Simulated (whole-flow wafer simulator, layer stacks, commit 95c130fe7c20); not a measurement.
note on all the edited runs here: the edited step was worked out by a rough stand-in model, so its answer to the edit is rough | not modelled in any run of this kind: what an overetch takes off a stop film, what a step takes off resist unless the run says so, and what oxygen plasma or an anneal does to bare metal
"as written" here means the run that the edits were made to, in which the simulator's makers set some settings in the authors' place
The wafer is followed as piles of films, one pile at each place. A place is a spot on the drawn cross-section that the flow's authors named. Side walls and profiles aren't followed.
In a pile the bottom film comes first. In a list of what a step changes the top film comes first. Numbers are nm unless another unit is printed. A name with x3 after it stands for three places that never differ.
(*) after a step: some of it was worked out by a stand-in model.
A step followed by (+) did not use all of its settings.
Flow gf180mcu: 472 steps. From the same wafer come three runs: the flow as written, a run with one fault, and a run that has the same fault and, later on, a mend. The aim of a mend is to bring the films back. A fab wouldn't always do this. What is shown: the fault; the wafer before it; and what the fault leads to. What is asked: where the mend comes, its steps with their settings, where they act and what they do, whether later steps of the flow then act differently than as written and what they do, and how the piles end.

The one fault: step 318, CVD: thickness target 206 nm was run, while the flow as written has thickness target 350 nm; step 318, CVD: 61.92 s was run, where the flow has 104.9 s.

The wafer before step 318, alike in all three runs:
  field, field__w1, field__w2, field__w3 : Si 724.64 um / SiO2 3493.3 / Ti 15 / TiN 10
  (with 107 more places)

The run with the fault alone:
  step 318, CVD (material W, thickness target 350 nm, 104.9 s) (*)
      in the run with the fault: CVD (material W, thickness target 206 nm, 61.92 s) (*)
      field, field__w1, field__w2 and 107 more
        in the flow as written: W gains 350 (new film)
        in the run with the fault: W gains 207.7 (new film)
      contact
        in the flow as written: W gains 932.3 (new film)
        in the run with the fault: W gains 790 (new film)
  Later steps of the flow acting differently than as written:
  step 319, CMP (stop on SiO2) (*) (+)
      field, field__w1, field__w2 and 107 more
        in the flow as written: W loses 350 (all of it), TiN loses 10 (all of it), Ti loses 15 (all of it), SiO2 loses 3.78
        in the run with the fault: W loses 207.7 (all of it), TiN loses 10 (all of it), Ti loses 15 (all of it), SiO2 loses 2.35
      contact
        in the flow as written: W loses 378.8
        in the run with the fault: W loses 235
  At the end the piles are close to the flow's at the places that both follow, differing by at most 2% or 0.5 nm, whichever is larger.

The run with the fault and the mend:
  The mend follows step 318.
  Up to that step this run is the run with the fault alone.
  step 318a, CVD (material W, thickness target 144 nm, 43.18 s) (a further turn of the flow's step 318, with different settings)
      field, field__w1, field__w2 and 108 more
        W gains 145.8
  None of the later steps of the flow differs from how it acts as written, at any place that is followed, by more than 2% or 0.5 nm, whichever is larger.
  At the end the piles are close to the flow's at the places that both follow, differing by at most 2% or 0.5 nm, whichever is larger.
